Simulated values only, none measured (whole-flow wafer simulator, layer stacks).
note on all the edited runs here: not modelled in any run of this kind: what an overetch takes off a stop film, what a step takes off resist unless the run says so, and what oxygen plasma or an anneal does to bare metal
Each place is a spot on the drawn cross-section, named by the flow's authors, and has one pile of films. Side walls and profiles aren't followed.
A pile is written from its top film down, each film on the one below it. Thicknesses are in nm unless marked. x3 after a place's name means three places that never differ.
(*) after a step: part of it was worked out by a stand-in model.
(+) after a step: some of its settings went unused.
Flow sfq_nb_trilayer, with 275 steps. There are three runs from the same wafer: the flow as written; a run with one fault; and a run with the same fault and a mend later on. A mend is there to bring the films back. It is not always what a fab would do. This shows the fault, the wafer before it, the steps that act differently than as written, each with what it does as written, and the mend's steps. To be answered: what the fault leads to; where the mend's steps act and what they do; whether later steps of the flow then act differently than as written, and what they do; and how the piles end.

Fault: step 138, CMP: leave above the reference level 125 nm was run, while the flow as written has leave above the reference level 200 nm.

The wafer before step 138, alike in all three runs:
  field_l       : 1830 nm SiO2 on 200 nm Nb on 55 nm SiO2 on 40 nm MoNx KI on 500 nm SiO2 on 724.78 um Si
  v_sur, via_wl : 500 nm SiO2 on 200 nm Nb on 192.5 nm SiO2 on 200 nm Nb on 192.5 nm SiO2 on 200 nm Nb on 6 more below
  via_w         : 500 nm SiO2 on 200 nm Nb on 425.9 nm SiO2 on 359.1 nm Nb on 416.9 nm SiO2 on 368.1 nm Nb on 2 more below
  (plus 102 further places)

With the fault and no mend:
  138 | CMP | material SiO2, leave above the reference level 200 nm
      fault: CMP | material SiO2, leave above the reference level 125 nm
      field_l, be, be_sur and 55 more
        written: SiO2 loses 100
        fault: SiO2 loses 175
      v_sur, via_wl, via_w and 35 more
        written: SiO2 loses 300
        fault: SiO2 loses 375
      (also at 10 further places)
  Steps later in the flow that act otherwise than as written (4 more steps, not shown, differ only slightly: by at most 2% or 0.5 nm, whichever is larger):
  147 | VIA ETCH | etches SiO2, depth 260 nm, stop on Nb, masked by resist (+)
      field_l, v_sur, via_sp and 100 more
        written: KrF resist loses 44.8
        fault: KrF resist loses 32.3
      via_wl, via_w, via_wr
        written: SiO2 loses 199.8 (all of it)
        fault: SiO2 loses 124.8 (all of it)
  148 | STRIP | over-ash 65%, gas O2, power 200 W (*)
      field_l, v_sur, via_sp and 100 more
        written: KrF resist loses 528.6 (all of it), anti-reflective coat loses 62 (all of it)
        fault: KrF resist loses 541.1 (all of it), anti-reflective coat loses 62 (all of it)
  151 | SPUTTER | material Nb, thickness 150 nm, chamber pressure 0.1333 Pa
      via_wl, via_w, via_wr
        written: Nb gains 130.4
        fault: Nb gains 139.2
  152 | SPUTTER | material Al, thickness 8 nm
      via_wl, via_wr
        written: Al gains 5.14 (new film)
        fault: Al gains 6.04 (new film)
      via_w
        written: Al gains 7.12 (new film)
        fault: Al gains 7.79 (new film)
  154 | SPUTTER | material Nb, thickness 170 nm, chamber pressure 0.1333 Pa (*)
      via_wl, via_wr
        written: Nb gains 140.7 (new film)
        fault: Nb gains 123.7 (new film)
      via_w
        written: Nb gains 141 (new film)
        fault: Nb gains 165.9 (new film)
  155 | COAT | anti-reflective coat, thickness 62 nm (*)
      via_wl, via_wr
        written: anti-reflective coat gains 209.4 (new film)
        fault: anti-reflective coat gains 185.3 (new film)
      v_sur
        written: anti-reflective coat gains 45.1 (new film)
        fault: anti-reflective coat gains 48.8 (new film)
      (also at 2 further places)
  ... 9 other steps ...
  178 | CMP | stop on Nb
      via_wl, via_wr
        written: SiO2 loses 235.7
        fault: SiO2 loses 319.2
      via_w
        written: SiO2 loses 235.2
        fault: SiO2 loses 318.8
  The piles end different from the flow's at field_l, v_sur, via_wl and 103 more by more than 2% or 0.5 nm, whichever is larger.
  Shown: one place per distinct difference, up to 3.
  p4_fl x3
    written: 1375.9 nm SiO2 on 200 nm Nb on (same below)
    fault: 1300.9 nm SiO2 on 200 nm Nb on (same below)
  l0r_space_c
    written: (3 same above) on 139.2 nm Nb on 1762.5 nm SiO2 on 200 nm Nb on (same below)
    fault: (3 same above) on 139.2 nm Nb on 1687.5 nm SiO2 on 200 nm Nb on (same below)
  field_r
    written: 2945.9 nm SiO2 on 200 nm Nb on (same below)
    fault: 2870.9 nm SiO2 on 200 nm Nb on (same below)

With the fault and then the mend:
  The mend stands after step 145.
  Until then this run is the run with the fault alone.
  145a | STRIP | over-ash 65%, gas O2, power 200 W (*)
      field_l, v_sur, via_sp and 100 more
        KrF resist loses 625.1 (all of it), anti-reflective coat loses 62 (all of it)
      via_wl, via_w, via_wr
        anti-reflective coat loses 62 (all of it)
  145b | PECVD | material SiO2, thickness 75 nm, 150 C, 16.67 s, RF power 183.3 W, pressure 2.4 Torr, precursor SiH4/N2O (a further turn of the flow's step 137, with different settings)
      field_l, v_sur, via_wl and 103 more
        SiO2 gains 75
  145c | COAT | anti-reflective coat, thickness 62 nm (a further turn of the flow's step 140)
      field_l, v_sur, via_wl and 103 more
        anti-reflective coat gains 62 (new film)
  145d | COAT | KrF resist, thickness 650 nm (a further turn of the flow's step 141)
      field_l, v_sur, via_wl and 103 more
        KrF resist gains 650 (new film)
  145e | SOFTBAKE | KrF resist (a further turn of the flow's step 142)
      leaves every film unchanged at each place that is followed
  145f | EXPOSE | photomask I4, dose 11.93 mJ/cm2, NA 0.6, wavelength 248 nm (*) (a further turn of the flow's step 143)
      leaves every film unchanged at each place that is followed
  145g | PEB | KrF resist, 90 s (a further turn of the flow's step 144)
      field_l, v_sur, via_wl and 103 more
        KrF resist loses 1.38
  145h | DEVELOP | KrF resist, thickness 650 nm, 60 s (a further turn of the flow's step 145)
      field_l, v_sur, via_sp and 100 more
        KrF resist loses 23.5
      via_wl, via_w, via_wr
        KrF resist loses 648.6 (all of it)
  Later steps of the flow that are run all act as written at every place that is followed, up to a difference of at most 2% or 0.5 nm, whichever is larger.
  At the end the piles are close to the flow's at the places that both follow, differing by at most 2% or 0.5 nm, whichever is larger.
